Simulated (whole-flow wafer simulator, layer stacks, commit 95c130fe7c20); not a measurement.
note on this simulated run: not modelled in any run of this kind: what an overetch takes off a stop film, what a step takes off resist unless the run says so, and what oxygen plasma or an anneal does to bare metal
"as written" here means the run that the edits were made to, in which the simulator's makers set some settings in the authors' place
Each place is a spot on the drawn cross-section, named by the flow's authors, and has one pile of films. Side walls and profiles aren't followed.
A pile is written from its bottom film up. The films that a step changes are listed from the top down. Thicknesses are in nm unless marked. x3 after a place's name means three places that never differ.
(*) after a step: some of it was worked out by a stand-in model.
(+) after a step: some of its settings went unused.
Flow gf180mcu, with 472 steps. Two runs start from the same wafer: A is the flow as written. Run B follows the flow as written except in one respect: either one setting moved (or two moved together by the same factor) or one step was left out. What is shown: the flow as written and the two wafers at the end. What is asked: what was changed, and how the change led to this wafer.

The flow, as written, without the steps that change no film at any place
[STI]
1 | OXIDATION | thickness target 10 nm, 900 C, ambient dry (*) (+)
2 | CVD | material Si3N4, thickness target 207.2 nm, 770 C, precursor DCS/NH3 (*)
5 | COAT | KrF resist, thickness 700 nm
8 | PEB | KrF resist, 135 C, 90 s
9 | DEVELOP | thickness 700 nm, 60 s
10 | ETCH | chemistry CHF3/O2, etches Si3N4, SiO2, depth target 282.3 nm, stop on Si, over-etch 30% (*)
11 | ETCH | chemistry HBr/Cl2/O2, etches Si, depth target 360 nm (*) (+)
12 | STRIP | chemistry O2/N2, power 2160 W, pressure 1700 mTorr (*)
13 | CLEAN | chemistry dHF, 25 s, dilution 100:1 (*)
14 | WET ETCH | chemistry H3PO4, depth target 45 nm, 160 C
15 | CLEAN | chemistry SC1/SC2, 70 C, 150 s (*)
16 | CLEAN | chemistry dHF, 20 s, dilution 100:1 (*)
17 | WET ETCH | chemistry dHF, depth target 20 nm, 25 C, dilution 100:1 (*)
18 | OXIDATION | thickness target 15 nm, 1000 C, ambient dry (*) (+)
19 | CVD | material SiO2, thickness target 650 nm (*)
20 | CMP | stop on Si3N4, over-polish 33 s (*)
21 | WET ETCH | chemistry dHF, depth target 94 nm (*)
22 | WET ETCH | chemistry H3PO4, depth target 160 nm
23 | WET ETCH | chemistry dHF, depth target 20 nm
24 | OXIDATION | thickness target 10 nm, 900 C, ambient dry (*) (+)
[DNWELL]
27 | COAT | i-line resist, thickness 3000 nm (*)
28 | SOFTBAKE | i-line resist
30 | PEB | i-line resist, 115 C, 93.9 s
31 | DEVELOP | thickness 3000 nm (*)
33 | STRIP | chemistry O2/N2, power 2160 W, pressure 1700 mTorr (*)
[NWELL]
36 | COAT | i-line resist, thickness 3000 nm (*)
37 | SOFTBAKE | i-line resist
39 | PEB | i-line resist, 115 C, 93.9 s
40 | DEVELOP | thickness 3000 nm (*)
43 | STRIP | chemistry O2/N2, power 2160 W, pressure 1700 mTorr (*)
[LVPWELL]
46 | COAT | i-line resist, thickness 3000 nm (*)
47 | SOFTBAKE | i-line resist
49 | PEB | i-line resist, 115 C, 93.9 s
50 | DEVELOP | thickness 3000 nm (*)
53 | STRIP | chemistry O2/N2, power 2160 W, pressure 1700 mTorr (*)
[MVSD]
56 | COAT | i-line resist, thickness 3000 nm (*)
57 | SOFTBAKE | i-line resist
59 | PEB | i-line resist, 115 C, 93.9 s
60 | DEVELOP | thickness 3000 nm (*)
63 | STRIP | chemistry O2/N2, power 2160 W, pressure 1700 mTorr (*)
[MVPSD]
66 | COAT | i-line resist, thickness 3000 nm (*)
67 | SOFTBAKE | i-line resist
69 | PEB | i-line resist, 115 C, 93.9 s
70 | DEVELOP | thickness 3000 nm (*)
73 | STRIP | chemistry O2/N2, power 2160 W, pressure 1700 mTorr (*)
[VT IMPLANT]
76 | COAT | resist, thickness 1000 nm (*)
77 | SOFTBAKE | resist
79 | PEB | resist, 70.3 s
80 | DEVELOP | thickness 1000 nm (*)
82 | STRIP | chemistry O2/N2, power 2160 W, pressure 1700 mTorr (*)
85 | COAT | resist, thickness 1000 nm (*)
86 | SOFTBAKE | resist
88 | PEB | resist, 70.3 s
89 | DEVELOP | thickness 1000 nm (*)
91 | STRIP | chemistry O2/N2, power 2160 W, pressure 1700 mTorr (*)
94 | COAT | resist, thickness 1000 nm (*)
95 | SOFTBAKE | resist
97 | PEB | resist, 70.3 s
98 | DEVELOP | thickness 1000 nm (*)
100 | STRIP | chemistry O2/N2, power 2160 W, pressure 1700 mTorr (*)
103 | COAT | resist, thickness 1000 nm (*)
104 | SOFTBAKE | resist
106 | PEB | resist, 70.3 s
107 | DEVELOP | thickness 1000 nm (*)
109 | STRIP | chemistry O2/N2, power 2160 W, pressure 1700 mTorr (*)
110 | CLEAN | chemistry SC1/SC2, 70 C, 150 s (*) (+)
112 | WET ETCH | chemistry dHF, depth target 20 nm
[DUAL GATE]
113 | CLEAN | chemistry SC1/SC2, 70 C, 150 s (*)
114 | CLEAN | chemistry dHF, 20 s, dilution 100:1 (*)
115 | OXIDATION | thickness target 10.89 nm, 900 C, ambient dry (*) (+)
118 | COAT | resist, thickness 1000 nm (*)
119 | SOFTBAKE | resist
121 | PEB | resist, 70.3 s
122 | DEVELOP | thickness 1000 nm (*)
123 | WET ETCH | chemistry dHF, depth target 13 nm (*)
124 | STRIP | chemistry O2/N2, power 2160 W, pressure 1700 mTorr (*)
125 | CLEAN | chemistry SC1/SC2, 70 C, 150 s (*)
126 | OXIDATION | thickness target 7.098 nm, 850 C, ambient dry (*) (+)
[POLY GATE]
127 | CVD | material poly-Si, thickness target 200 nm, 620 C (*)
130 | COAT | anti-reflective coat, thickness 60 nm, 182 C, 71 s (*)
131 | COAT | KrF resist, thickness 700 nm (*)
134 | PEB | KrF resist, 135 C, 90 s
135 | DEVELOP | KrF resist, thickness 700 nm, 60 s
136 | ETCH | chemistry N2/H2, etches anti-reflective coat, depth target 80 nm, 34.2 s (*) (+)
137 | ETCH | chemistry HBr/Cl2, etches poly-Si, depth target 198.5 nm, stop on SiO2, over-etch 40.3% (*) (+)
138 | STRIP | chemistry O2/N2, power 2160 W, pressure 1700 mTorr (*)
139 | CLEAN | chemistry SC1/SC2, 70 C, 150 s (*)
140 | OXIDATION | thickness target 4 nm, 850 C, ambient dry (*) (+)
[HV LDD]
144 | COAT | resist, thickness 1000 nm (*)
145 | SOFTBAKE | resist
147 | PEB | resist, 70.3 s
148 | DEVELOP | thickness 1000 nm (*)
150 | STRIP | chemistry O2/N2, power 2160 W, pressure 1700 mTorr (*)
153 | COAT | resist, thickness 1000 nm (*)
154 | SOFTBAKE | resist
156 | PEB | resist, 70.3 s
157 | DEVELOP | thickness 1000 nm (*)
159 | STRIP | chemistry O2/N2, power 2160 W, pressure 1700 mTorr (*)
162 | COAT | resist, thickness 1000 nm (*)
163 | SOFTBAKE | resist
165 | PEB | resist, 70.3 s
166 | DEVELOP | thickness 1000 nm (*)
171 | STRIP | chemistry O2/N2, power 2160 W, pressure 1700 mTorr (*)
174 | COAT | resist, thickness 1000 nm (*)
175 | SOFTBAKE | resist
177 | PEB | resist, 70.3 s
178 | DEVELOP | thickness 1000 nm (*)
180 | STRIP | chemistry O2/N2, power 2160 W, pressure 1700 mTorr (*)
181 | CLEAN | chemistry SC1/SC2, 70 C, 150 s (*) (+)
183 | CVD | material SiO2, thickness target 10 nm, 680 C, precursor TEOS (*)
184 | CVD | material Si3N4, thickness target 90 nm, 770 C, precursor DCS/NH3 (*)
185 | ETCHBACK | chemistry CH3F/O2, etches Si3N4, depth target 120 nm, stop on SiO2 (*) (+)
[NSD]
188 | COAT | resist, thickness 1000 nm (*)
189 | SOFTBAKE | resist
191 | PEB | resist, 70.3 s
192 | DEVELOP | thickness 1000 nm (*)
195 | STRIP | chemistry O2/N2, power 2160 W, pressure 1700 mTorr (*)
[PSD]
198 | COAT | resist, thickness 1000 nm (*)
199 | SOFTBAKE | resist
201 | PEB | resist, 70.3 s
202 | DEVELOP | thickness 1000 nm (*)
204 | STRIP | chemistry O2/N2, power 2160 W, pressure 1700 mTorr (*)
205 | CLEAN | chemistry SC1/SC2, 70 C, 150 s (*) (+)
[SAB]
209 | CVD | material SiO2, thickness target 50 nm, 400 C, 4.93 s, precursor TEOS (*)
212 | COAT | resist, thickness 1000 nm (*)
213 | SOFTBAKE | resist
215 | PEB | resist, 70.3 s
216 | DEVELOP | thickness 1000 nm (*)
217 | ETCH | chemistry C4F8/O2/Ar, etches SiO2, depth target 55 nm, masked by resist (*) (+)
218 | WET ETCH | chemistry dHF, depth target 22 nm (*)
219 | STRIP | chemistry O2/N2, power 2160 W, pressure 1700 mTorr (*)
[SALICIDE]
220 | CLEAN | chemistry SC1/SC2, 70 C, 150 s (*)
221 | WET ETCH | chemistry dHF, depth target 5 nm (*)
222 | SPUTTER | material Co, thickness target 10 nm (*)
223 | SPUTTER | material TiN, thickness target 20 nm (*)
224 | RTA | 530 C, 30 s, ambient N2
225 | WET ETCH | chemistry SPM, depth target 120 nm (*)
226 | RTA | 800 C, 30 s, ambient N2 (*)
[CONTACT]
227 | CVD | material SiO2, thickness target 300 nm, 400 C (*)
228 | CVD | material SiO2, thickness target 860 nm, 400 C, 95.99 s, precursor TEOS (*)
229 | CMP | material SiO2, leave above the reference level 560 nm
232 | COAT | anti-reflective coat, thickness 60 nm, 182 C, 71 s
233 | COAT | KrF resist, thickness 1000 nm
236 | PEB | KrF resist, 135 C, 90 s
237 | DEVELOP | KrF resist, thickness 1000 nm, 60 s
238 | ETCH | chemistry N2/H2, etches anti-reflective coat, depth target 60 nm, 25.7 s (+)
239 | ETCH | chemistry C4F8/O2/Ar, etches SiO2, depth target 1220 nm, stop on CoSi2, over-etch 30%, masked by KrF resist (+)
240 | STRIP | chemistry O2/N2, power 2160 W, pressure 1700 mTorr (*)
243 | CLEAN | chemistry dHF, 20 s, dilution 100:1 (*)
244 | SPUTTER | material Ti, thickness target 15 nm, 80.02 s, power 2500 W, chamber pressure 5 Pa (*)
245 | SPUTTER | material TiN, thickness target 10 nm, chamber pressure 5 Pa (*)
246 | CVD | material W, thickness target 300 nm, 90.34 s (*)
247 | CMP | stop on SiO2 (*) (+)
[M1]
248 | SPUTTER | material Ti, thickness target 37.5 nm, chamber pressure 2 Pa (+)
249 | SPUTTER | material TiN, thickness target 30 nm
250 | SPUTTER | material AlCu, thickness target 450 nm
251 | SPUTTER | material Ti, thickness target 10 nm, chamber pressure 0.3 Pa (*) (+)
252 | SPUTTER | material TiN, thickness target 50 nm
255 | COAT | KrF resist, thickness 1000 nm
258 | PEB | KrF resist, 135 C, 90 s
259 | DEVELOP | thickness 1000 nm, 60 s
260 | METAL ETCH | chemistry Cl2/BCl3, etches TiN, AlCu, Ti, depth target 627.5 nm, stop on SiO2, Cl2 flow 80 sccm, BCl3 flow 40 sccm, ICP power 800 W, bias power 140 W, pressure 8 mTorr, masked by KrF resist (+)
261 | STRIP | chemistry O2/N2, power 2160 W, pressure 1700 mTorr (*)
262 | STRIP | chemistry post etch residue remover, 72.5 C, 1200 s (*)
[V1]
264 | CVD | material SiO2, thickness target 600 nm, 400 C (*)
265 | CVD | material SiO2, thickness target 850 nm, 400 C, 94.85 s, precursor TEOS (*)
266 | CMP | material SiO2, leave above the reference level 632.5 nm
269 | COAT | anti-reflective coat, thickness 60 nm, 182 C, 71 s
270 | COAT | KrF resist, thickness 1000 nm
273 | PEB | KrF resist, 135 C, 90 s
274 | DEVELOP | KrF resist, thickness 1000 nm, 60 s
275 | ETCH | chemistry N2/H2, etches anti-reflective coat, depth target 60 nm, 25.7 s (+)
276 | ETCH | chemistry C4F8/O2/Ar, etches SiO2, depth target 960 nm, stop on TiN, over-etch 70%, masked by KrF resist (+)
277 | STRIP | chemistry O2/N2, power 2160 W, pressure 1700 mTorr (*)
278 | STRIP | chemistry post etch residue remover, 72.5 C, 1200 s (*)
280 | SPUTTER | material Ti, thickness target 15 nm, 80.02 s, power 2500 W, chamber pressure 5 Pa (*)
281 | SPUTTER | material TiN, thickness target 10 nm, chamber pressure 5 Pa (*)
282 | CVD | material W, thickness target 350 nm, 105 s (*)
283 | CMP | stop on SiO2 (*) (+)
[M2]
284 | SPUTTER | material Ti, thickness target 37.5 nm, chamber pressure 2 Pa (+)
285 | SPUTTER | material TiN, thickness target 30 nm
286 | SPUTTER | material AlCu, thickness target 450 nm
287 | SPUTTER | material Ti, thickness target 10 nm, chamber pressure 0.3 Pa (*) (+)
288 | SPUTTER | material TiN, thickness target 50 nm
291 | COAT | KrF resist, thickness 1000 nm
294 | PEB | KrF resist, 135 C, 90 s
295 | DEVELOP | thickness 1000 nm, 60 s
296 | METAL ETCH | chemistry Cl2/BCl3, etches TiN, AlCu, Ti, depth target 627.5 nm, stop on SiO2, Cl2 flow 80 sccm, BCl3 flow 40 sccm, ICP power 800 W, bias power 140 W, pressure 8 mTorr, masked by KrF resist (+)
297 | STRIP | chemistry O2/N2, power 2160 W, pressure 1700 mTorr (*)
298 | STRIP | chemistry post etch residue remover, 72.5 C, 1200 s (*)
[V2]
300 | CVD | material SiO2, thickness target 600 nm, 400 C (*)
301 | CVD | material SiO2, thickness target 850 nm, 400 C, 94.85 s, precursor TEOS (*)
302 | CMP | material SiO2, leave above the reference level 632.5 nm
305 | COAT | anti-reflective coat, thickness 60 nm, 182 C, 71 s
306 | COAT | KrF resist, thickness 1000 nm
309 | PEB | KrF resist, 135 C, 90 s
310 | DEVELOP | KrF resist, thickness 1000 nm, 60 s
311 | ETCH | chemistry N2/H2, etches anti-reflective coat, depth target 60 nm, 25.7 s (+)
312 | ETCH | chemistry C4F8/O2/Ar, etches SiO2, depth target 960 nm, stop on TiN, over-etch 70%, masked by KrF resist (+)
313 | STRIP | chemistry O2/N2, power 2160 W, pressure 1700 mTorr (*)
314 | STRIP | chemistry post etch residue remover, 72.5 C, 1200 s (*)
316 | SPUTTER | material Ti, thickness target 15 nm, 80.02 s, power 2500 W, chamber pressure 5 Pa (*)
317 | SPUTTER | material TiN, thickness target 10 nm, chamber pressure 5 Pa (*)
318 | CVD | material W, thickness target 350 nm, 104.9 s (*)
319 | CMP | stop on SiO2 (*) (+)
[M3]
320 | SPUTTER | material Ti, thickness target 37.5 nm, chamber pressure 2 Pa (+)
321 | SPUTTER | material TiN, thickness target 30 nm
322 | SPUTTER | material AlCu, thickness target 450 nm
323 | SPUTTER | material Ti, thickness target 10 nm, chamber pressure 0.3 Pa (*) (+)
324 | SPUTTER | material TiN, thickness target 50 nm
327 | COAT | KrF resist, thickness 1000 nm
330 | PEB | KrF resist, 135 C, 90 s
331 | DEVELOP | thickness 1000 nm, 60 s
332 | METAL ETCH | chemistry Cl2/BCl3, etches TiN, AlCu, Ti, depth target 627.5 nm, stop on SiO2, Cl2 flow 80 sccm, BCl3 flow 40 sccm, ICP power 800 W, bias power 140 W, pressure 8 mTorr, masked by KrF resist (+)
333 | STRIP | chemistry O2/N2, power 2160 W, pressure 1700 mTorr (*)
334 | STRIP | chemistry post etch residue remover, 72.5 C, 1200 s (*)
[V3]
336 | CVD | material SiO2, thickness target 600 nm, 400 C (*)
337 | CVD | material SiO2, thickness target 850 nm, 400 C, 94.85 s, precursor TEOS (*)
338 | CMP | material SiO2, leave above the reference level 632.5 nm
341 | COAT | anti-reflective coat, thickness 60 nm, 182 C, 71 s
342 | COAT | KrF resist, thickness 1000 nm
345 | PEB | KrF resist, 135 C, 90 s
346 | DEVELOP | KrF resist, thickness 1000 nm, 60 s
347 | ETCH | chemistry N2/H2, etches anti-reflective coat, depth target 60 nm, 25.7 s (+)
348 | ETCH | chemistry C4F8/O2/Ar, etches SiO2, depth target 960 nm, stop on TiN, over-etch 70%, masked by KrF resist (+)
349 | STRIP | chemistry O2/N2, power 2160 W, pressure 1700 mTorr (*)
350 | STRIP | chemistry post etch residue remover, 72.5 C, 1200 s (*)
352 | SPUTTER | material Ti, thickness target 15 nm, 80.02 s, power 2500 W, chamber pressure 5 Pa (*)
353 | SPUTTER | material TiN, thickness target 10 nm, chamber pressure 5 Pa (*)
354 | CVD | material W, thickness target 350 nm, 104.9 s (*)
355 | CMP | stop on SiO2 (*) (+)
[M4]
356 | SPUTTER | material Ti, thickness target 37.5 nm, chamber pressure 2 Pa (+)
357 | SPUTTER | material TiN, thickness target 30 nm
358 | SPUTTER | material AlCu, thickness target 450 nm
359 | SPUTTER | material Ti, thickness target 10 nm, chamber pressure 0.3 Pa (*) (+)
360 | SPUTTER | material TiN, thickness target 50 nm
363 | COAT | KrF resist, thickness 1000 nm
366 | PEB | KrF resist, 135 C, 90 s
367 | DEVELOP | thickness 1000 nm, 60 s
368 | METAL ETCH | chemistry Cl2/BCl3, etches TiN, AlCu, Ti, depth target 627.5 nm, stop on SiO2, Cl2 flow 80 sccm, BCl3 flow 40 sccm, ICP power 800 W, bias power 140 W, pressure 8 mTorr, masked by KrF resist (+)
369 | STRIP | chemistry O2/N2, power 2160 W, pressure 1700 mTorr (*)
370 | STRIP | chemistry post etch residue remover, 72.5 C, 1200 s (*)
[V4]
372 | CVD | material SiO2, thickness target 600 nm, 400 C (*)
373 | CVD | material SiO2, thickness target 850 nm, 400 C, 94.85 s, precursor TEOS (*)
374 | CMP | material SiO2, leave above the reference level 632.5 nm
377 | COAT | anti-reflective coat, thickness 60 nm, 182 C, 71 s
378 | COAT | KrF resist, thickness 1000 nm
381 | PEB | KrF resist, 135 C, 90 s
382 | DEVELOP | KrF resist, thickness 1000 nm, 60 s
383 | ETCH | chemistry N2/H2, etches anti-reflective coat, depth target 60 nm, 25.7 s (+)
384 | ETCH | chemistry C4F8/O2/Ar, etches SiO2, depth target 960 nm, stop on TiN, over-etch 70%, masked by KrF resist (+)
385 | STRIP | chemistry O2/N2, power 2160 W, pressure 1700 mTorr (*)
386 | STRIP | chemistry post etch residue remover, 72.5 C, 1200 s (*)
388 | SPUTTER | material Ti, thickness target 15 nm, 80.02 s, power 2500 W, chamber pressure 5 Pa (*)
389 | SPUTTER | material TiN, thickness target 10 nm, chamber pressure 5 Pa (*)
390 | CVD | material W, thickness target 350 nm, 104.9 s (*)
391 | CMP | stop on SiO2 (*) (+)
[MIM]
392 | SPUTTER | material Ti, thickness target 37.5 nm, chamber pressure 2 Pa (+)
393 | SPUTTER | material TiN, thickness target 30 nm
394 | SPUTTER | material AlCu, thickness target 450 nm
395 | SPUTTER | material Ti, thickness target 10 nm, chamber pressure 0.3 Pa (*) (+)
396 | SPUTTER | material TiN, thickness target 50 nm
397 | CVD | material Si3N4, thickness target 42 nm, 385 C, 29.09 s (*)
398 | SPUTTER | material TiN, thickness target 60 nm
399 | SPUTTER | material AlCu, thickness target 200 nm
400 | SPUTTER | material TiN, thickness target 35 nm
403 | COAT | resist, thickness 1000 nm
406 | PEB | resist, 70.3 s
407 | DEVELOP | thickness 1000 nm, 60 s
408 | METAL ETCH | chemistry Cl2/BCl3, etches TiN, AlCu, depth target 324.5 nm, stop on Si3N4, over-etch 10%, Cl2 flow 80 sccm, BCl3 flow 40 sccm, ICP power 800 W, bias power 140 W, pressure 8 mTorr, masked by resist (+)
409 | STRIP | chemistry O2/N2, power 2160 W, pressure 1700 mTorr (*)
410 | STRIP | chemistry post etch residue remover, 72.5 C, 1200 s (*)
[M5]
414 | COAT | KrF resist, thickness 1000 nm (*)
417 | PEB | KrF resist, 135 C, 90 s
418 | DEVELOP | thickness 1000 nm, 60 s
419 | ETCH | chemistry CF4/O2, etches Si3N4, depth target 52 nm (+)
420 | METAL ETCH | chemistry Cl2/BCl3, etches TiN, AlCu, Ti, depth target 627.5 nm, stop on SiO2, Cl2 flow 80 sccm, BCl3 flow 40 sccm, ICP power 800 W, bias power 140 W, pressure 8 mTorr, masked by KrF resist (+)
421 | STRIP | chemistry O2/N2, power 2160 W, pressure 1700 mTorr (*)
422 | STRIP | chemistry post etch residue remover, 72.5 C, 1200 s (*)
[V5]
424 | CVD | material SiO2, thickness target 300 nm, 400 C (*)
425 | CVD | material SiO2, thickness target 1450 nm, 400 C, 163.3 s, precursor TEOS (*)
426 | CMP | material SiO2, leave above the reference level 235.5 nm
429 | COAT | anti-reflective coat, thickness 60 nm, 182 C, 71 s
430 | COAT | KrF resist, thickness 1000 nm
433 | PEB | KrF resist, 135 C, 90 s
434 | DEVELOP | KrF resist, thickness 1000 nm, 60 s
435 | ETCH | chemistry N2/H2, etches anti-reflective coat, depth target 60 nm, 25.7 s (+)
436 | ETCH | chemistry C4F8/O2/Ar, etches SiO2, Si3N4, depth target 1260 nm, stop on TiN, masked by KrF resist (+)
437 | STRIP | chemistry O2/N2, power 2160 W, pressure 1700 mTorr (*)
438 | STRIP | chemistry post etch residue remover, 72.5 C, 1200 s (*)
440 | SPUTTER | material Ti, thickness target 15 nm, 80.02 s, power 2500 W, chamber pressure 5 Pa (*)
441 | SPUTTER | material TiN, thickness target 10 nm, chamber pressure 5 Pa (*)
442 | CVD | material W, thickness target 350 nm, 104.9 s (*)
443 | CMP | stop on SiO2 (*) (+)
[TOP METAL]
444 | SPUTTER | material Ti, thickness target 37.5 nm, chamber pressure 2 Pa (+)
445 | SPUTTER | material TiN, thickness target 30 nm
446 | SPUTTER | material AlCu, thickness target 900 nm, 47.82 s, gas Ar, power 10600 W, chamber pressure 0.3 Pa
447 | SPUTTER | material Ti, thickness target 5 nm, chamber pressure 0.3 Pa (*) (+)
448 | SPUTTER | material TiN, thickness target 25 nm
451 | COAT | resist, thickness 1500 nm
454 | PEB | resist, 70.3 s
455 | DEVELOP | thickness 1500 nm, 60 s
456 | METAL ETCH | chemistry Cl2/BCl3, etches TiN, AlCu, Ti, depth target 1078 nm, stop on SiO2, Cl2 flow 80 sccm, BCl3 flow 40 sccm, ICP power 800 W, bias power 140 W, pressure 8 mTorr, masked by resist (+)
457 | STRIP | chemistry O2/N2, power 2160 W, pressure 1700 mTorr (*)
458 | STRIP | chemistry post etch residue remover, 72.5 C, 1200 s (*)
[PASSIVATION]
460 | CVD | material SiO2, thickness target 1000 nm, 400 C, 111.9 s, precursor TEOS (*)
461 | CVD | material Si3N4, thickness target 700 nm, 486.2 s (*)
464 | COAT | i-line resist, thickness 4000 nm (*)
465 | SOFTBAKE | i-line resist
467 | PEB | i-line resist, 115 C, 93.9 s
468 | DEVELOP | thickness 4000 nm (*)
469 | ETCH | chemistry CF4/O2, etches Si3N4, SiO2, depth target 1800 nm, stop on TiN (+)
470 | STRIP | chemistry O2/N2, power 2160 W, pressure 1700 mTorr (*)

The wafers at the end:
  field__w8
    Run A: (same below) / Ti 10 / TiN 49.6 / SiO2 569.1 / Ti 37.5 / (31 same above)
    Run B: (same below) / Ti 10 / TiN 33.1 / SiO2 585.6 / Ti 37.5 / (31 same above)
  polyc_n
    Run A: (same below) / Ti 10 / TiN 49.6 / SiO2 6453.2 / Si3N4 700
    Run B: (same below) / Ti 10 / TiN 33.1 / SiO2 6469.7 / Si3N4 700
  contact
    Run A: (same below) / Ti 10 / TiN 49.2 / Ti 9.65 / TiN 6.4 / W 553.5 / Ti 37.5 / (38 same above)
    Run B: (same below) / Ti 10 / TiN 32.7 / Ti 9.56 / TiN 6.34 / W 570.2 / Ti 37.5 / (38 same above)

The reason: step 252, SPUTTER: thickness target 33.5 nm was run, while the flow as written has thickness target 50 nm.

Step by step, how the change led to this:
  252 | SPUTTER | material TiN, thickness target 50 nm
      field, field__w1, field__w2 and 108 more: A TiN gains 50 (new film) | B TiN gains 33.5 (new film)
  260 | METAL ETCH | chemistry Cl2/BCl3, etches TiN, AlCu, Ti, depth target 627.5 nm, stop on SiO2, Cl2 flow 80 sccm, BCl3 flow 40 sccm, ICP power 800 W, bias power 140 W, pressure 8 mTorr, masked by KrF resist (+)
      field, field__w1, field__w2 and 99 more: A TiN loses 50 (all of it), Ti loses 10 (all of it), AlCu loses 450 (all of it), TiN loses 30 (all of it), Ti loses 37.5 (all of it) | B TiN loses 33.5 (all of it), Ti loses 10 (all of it), AlCu loses 450 (all of it), TiN loses 30 (all of it), Ti loses 37.5 (all of it)
  276 | ETCH | chemistry C4F8/O2/Ar, etches SiO2, depth target 960 nm, stop on TiN, over-etch 70%, masked by KrF resist (+)
      contact: A SiO2 loses 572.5 (all of it) | B SiO2 loses 589 (all of it)
